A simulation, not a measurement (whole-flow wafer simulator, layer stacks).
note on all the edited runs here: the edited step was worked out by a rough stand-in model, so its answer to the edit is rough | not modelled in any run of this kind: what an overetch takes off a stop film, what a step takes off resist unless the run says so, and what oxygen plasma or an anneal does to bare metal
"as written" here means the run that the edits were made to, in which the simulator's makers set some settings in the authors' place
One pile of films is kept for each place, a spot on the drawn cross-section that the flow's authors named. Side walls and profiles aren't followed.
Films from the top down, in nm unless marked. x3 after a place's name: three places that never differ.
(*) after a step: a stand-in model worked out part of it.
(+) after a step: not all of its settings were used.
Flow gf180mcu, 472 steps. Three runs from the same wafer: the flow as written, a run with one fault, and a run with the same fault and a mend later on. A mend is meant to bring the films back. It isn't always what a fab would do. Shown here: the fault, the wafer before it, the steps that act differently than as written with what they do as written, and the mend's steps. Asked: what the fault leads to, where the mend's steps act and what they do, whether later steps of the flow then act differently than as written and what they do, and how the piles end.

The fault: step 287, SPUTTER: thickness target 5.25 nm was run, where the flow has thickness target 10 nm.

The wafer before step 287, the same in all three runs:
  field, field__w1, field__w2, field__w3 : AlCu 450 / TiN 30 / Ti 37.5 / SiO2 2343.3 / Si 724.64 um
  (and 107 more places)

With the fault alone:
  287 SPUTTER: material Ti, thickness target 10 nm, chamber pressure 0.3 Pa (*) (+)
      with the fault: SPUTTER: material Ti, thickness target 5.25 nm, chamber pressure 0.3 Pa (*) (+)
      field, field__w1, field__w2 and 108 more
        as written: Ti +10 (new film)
        with the fault: Ti +5.25 (new film)
  Later steps of the flow that act differently than as written (5 more steps differ only slightly, by at most 2% or 0.5 nm, whichever is larger, and aren't shown):
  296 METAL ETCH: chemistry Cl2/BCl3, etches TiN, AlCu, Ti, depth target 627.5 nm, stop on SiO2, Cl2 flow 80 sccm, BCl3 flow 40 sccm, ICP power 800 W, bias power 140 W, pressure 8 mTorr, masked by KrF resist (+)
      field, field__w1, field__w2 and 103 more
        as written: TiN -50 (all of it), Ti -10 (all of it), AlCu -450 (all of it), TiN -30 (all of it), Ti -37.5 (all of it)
        with the fault: TiN -50 (all of it), Ti -5.25 (all of it), AlCu -450 (all of it), TiN -30 (all of it), Ti -37.5 (all of it)
  At the end the piles differ from the flow's by more than 2% or 0.5 nm, whichever is larger, at field__w8, contact, m1, m1__w1, m1_nw.
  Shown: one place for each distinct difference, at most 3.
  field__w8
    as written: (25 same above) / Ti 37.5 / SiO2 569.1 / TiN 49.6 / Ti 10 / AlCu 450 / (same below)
    with the fault: (25 same above) / Ti 37.5 / SiO2 573.9 / TiN 49.6 / Ti 5.25 / AlCu 450 / (same below)
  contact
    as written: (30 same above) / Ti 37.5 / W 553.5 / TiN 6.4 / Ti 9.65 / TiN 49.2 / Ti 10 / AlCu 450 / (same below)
    with the fault: (30 same above) / Ti 37.5 / W 558.3 / TiN 6.39 / Ti 9.63 / TiN 49.2 / Ti 5.25 / AlCu 450 / (same below)

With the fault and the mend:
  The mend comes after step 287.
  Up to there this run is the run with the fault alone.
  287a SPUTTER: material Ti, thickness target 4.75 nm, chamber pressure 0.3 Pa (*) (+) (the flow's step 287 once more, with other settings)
      field, field__w1, field__w2 and 108 more
        Ti +4.75
  No later step of the flow acts differently than as written at any place that is followed.
  At the end the piles are the same as the flow's at every place that both follow.
